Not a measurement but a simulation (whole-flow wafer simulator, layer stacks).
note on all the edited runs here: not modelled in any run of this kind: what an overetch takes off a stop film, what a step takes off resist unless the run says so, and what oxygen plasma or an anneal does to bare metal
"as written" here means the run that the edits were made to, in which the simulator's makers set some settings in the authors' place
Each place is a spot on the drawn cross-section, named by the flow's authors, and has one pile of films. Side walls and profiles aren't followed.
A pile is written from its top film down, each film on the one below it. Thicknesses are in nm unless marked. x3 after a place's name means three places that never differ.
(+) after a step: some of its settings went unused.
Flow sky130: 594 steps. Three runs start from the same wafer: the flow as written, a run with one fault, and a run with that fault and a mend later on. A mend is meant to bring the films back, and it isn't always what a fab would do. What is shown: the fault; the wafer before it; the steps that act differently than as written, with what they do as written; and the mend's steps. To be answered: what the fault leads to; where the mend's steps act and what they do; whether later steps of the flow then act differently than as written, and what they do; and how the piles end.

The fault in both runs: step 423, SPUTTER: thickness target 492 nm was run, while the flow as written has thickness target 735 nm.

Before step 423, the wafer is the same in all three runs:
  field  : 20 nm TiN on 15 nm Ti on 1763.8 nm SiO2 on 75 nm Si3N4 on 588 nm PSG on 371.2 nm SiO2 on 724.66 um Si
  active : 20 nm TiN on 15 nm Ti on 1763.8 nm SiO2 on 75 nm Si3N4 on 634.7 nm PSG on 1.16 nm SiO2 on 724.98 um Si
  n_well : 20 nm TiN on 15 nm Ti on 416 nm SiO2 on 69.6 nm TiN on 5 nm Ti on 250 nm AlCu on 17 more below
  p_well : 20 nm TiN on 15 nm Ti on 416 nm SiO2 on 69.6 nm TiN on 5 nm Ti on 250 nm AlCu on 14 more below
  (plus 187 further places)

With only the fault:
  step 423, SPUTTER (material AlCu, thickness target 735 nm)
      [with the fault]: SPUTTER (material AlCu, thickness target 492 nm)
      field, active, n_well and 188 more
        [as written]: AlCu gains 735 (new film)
        [with the fault]: AlCu gains 492 (new film)
  Steps further on in the flow that do not act as written (9 other steps are not shown; they differ only slightly, by no more than 2% or 0.5 nm, whichever is larger):
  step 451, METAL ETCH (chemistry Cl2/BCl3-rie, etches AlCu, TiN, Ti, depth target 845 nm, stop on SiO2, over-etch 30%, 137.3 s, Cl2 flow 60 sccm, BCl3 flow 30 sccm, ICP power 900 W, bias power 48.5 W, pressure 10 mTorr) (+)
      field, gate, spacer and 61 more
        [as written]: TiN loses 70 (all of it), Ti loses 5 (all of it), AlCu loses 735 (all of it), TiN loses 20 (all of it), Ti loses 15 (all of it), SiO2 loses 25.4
        [with the fault]: TiN loses 70 (all of it), Ti loses 5 (all of it), AlCu loses 492 (all of it), TiN loses 20 (all of it), Ti loses 15 (all of it), SiO2 loses 49.6
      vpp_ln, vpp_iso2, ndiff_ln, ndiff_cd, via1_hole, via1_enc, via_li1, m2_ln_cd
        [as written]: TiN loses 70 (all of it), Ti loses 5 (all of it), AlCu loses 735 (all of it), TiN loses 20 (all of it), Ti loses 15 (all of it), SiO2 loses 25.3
        [with the fault]: TiN loses 70 (all of it), Ti loses 5 (all of it), AlCu loses 492 (all of it), TiN loses 20 (all of it), Ti loses 15 (all of it), SiO2 loses 49.6
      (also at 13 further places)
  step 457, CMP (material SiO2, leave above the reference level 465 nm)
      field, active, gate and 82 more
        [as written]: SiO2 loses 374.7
        [with the fault]: SiO2 loses 593.3
  At field, active, n_well and 190 more, the piles at the end differ from the flow's by more than 2% or 0.5 nm, whichever is larger.
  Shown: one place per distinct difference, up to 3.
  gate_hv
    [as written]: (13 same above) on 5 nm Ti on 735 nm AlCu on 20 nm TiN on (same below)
    [with the fault]: (13 same above) on 5 nm Ti on 492 nm AlCu on 20 nm TiN on (same below)
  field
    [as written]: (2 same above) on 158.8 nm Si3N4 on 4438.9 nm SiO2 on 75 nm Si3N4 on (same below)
    [with the fault]: (2 same above) on 158.8 nm Si3N4 on 4195.9 nm SiO2 on 75 nm Si3N4 on (same below)
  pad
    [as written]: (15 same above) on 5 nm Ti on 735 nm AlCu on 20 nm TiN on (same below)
    [with the fault]: (15 same above) on 5 nm Ti on 492 nm AlCu on 20 nm TiN on (same below)

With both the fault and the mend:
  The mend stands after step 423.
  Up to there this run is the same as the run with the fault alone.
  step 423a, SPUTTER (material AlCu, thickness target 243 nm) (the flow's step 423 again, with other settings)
      field, active, n_well and 188 more
        AlCu gains 243
  Every later step of the flow that is run acts as written at every place that is followed.
  By the end, the piles equal the flow's at every place that both follow.
